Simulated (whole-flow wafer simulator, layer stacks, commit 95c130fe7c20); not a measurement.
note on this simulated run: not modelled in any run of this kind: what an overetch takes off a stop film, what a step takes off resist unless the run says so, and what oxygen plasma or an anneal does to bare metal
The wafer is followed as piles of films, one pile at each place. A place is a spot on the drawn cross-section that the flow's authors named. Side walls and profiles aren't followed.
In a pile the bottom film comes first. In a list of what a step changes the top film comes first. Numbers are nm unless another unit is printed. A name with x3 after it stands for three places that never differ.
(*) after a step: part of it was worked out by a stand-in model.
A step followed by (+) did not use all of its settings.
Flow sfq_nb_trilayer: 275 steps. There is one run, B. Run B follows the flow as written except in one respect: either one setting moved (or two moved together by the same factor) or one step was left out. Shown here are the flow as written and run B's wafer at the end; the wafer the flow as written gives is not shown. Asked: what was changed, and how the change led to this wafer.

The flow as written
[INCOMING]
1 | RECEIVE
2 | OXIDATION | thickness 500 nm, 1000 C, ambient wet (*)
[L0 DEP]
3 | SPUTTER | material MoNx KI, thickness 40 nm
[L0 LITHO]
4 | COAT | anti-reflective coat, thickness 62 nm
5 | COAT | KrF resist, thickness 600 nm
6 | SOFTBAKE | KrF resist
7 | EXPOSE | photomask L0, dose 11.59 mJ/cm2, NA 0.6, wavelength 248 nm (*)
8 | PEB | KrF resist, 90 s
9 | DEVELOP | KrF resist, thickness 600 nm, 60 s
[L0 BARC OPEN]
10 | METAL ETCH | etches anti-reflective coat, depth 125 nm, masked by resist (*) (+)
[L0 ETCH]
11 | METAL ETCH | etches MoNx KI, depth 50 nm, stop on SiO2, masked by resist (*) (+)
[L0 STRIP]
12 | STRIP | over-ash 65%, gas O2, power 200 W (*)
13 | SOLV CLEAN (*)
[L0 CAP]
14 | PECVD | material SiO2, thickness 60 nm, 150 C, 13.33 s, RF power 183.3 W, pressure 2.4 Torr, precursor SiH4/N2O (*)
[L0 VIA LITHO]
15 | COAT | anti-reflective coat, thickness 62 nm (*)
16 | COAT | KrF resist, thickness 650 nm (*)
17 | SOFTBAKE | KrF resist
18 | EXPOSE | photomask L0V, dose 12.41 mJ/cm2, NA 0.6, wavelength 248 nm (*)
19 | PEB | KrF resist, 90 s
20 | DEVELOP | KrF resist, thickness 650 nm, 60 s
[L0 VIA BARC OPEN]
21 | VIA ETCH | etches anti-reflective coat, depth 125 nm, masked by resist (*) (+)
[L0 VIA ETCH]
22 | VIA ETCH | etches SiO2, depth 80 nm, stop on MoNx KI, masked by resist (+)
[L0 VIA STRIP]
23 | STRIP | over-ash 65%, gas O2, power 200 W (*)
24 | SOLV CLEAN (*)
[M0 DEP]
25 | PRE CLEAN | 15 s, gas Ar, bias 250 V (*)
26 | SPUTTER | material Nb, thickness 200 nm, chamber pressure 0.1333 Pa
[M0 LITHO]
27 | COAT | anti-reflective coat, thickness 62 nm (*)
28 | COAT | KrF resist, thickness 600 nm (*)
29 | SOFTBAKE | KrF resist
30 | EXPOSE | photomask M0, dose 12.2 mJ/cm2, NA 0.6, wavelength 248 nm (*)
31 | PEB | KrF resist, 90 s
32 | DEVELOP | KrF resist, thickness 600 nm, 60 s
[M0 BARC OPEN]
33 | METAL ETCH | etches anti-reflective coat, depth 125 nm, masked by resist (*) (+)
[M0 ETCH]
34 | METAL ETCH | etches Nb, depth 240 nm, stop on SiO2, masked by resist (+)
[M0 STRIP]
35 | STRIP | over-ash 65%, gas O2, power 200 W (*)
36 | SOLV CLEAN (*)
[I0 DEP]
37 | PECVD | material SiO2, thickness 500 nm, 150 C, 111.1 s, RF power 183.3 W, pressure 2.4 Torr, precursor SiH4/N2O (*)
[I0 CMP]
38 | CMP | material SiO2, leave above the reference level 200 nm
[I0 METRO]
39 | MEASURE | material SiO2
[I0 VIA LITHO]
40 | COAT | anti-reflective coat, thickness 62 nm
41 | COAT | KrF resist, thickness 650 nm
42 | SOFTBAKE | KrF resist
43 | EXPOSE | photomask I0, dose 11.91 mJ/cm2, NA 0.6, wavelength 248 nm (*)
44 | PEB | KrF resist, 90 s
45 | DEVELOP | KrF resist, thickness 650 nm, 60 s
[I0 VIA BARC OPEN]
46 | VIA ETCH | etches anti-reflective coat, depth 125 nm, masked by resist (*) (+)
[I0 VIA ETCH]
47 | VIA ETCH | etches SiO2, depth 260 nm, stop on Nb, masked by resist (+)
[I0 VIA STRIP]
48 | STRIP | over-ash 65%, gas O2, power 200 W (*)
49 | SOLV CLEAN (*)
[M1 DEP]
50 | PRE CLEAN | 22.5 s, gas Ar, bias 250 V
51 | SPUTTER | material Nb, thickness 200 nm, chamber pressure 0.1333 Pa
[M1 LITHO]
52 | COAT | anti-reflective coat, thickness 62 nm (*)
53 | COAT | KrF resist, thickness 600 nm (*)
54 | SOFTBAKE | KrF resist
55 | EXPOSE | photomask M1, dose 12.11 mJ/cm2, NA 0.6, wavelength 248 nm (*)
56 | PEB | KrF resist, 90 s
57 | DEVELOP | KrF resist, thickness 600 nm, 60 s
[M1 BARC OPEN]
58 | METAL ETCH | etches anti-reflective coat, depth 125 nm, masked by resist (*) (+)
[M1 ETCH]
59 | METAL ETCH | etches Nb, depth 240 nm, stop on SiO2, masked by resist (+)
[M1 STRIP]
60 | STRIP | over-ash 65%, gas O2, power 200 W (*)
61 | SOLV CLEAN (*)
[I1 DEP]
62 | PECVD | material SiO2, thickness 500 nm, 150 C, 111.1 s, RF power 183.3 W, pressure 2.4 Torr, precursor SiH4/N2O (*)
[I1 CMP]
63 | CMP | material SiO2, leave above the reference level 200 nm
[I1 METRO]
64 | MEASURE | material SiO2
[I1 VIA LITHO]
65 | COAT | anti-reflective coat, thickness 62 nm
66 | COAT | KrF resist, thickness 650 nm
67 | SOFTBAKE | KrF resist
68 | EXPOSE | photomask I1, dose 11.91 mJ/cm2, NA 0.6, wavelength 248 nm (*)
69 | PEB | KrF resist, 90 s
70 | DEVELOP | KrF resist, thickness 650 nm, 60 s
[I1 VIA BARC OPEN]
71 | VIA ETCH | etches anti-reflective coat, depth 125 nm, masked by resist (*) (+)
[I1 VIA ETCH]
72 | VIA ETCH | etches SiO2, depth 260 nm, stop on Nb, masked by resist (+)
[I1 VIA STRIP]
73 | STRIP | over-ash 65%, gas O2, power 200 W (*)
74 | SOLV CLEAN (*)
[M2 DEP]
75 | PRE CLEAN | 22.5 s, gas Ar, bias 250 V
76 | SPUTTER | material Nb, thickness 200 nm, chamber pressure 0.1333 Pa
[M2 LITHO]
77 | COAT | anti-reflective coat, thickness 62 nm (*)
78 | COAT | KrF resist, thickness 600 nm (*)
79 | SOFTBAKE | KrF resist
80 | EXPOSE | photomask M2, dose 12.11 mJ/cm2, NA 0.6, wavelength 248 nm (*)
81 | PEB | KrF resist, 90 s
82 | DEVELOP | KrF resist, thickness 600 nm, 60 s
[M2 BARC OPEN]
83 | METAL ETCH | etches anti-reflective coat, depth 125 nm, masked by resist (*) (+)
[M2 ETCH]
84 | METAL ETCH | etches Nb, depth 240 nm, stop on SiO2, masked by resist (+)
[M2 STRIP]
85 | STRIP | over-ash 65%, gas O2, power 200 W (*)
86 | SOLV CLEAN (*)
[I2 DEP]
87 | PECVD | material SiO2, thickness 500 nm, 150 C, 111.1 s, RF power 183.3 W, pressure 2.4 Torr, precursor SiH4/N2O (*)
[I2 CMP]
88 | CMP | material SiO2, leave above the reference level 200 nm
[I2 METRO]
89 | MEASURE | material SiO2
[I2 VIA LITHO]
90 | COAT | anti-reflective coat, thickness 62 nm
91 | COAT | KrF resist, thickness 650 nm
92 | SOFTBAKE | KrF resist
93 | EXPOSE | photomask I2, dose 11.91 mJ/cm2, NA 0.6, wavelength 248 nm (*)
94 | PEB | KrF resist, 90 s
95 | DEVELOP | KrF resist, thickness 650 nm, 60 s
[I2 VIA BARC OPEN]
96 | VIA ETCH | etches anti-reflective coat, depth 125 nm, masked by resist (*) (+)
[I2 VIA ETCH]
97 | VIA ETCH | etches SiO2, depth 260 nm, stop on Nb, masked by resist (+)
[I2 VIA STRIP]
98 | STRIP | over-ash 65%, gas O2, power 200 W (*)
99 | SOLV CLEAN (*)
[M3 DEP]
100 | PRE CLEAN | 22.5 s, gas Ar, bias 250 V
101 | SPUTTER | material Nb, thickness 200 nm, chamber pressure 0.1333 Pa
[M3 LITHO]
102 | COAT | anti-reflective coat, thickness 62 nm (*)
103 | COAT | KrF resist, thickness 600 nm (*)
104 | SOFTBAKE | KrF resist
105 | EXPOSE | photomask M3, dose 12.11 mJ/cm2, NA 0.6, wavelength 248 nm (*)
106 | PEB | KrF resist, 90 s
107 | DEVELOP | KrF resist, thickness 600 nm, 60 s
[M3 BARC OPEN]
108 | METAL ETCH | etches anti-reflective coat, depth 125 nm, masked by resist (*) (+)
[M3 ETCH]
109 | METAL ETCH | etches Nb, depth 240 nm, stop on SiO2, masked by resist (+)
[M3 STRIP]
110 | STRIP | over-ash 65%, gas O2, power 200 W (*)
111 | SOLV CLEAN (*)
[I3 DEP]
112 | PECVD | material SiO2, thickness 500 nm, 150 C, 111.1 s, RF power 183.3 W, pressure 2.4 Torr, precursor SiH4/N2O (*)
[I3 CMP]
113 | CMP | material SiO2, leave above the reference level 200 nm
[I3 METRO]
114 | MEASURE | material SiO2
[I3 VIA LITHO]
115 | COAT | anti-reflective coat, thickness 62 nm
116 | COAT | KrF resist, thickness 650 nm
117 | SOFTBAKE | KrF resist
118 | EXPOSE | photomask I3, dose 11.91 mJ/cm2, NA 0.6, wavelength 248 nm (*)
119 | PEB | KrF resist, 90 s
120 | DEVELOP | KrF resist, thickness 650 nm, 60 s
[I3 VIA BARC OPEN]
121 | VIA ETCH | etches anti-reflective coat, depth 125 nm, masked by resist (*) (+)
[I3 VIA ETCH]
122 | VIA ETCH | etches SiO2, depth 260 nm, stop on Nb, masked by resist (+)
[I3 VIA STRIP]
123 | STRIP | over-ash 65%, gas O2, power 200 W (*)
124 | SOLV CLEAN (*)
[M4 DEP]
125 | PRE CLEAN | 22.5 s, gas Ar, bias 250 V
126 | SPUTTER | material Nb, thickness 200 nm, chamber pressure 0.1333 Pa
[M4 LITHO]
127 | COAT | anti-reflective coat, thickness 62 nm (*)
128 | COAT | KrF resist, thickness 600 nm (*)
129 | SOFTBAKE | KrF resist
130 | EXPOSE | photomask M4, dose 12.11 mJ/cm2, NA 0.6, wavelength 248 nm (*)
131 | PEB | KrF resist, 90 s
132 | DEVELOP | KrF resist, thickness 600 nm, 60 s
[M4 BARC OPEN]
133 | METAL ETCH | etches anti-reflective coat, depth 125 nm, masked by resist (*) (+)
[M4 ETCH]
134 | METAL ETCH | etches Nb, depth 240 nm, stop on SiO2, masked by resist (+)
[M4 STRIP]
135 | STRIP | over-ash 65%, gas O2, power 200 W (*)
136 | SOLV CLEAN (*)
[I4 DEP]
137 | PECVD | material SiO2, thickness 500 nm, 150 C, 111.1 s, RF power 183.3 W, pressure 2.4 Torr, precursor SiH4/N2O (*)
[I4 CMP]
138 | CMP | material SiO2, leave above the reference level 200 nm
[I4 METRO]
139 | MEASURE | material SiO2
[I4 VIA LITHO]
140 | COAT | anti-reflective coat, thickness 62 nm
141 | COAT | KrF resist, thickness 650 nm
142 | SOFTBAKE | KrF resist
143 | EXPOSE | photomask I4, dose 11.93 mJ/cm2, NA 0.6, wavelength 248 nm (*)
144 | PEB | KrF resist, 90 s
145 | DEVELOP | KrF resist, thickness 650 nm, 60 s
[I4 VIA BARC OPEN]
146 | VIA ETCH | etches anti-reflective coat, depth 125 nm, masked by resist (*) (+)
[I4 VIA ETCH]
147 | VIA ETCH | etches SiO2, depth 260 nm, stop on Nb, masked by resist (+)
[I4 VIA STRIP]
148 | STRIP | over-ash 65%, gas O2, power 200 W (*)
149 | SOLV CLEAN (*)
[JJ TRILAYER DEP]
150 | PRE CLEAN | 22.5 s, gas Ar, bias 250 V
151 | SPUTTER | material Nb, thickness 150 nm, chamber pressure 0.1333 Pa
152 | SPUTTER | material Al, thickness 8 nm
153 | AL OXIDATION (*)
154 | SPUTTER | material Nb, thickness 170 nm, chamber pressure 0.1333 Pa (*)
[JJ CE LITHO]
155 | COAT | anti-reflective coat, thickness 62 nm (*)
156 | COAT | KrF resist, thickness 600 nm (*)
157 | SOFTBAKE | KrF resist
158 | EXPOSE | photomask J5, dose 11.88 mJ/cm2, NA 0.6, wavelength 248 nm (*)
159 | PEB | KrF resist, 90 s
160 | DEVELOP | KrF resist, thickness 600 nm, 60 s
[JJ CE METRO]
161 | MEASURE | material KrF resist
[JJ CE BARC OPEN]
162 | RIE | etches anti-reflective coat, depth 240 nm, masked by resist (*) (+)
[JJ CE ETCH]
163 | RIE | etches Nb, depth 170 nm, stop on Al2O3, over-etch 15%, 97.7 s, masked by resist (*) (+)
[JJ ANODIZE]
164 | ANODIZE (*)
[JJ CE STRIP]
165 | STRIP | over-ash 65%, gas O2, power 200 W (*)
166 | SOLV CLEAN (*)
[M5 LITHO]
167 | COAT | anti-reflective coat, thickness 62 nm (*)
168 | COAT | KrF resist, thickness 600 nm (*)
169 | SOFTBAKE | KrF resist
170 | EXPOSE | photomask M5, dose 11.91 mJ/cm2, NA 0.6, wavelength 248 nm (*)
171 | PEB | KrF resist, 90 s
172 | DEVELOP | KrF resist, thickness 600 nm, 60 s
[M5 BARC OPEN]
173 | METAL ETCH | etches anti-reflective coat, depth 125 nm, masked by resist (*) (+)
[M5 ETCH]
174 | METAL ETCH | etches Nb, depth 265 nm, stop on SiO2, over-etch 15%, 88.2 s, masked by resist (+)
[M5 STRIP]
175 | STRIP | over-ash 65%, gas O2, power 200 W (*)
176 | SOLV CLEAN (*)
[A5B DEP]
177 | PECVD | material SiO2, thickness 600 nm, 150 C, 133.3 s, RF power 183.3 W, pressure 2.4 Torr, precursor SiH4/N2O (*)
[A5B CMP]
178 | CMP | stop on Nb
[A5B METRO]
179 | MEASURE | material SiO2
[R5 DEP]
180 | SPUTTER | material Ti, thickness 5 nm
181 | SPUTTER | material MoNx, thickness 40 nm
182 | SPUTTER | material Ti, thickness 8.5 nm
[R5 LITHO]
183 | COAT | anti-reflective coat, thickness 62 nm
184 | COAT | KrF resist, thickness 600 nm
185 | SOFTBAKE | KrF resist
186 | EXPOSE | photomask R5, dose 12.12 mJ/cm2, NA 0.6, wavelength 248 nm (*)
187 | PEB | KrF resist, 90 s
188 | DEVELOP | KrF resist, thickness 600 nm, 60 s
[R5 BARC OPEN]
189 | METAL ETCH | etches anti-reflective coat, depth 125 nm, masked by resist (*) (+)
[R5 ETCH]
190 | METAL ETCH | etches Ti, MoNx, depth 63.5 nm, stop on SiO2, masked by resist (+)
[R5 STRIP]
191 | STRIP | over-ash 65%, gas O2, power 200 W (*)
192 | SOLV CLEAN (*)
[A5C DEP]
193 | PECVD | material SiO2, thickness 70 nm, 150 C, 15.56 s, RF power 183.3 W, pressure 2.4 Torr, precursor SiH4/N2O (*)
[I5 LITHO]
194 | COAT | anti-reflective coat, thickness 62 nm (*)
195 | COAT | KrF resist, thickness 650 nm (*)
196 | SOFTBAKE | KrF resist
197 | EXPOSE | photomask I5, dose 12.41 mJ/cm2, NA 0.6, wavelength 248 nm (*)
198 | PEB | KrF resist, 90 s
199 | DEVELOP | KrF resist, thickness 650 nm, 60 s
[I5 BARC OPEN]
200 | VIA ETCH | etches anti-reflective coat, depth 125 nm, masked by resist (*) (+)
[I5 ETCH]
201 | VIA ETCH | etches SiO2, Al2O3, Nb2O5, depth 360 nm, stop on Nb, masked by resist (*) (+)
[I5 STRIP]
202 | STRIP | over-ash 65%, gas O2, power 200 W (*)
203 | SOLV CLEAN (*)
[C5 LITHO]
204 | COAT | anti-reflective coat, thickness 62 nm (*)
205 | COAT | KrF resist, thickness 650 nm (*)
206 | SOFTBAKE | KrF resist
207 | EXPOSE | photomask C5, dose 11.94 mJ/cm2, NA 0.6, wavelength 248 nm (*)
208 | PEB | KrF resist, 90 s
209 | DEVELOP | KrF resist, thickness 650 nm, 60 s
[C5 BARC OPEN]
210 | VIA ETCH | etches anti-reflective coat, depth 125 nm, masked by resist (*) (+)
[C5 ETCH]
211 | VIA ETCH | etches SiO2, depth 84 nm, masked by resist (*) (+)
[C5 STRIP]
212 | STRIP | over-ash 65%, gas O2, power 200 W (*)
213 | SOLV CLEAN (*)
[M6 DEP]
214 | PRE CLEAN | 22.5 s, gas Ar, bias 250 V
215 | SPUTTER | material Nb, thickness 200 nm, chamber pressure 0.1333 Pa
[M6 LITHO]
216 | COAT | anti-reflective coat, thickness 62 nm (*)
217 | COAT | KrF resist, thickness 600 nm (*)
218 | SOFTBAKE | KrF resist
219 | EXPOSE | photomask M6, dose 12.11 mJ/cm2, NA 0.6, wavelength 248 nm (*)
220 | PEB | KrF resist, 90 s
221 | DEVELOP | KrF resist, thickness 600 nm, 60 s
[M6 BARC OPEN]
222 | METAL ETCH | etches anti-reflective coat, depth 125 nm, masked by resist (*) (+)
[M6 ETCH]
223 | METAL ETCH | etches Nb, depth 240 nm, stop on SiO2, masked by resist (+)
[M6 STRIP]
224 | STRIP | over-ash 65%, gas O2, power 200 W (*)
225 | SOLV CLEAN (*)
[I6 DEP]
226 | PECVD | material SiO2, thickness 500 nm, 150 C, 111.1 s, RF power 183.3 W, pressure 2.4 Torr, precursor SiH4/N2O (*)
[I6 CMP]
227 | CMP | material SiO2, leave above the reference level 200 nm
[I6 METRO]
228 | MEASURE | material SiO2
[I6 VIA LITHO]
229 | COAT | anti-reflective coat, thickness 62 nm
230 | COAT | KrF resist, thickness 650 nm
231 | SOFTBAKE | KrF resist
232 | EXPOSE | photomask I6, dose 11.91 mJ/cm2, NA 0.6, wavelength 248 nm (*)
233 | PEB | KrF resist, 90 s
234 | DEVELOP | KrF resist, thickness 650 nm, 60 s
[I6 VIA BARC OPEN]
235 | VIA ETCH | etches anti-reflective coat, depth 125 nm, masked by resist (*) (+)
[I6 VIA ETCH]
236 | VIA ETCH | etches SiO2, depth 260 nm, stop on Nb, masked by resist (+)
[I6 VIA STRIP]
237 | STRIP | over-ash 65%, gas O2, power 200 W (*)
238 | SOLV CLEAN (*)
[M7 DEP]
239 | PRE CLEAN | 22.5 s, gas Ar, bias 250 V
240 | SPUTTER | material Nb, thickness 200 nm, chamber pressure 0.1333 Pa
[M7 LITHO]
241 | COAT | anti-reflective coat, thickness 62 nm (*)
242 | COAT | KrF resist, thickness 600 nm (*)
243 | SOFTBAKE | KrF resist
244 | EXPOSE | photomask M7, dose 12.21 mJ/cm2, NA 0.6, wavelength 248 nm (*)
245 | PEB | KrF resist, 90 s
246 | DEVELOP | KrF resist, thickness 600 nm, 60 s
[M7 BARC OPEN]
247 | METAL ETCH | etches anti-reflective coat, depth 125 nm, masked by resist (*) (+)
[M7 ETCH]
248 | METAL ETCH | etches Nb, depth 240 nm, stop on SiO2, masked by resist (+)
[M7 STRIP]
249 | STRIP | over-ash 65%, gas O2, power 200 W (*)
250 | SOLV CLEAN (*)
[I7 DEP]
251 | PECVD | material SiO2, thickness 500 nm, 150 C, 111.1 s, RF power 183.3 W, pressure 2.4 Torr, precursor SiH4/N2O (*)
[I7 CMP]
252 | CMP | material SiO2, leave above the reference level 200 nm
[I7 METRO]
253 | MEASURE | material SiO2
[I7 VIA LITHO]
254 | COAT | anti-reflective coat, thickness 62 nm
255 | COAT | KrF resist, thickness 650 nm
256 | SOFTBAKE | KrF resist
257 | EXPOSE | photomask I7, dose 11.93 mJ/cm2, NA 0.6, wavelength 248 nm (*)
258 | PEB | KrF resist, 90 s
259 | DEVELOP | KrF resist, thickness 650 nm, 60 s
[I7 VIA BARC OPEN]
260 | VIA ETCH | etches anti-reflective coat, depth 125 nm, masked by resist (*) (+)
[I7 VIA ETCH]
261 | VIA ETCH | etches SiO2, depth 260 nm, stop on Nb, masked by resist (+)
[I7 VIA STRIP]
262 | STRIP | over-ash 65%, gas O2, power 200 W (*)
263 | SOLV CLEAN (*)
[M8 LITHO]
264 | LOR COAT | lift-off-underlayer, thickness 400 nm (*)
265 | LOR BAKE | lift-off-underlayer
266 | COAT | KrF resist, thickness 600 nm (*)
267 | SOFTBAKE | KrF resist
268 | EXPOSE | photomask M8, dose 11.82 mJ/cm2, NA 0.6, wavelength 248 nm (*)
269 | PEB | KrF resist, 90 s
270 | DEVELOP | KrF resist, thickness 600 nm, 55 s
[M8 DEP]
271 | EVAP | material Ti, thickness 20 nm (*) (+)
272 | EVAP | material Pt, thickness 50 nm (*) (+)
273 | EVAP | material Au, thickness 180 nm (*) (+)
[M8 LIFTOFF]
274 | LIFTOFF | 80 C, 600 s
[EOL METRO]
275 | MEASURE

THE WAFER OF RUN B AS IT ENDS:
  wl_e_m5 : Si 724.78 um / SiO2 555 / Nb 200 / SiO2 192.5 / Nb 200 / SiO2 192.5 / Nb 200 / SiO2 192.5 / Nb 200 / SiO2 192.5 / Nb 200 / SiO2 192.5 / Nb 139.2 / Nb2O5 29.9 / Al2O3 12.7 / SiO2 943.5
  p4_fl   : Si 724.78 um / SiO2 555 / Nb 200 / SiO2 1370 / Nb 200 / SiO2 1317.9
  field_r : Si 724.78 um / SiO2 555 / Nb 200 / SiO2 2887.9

Cause: step 227, CMP: leave above the reference level 142 nm was run, whereas the flow has leave above the reference level 200 nm.

Step by step, how the change led to this:
  227 | CMP | material SiO2, leave above the reference level 200 nm
      field_l, p4_fl, p4_fm and 59 more: SiO2 loses 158 (it would be, as written: SiO2 loses 100)
      v_sur, via_wl, via_w and 15 more: SiO2 loses 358 (it would be, as written: SiO2 loses 300)
      (also at 26 further places)
  236 | VIA ETCH | etches SiO2, depth 260 nm, stop on Nb, masked by resist (+)
      field_l, v_sur, via_wl and 102 more: KrF resist loses 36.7 (it would be, as written: KrF resist loses 44.8)
      via_v: SiO2 loses 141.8 (all of it) (it would be, as written: SiO2 loses 199.8 (all of it))
  240 | SPUTTER | material Nb, thickness 200 nm, chamber pressure 0.1333 Pa
      via_v: Nb gains 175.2 (it would be, as written: Nb gains 161.1)
  241 | COAT | anti-reflective coat, thickness 62 nm (*)
      via_v: anti-reflective coat gains 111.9 (new film) (it would be, as written: anti-reflective coat gains 126 (new film))
      wire: anti-reflective coat gains 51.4 (new film) (it would be, as written: anti-reflective coat gains 50.3 (new film))
  242 | COAT | KrF resist, thickness 600 nm (*)
      via_v: KrF resist gains 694 (new film) (it would be, as written: KrF resist gains 742.5 (new film))
  249 | STRIP | over-ash 65%, gas O2, power 200 W (*)
      via_v: KrF resist loses 476.2 (all of it), anti-reflective coat loses 111.9 (all of it) (it would be, as written: KrF resist loses 524.5 (all of it), anti-reflective coat loses 126 (all of it))
      wire: KrF resist loses 378.8 (all of it), anti-reflective coat loses 51.4 (all of it) (it would be, as written: KrF resist loses 374.1 (all of it), anti-reflective coat loses 50.3 (all of it))
  251 | PECVD | material SiO2, thickness 500 nm, 150 C, 111.1 s, RF power 183.3 W, pressure 2.4 Torr, precursor SiH4/N2O (*)
      via_v: SiO2 gains 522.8 (new film) (it would be, as written: SiO2 gains 621 (new film))
  252 | CMP | material SiO2, leave above the reference level 200 nm
      via_v: SiO2 loses 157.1 (it would be, as written: SiO2 loses 183.1)
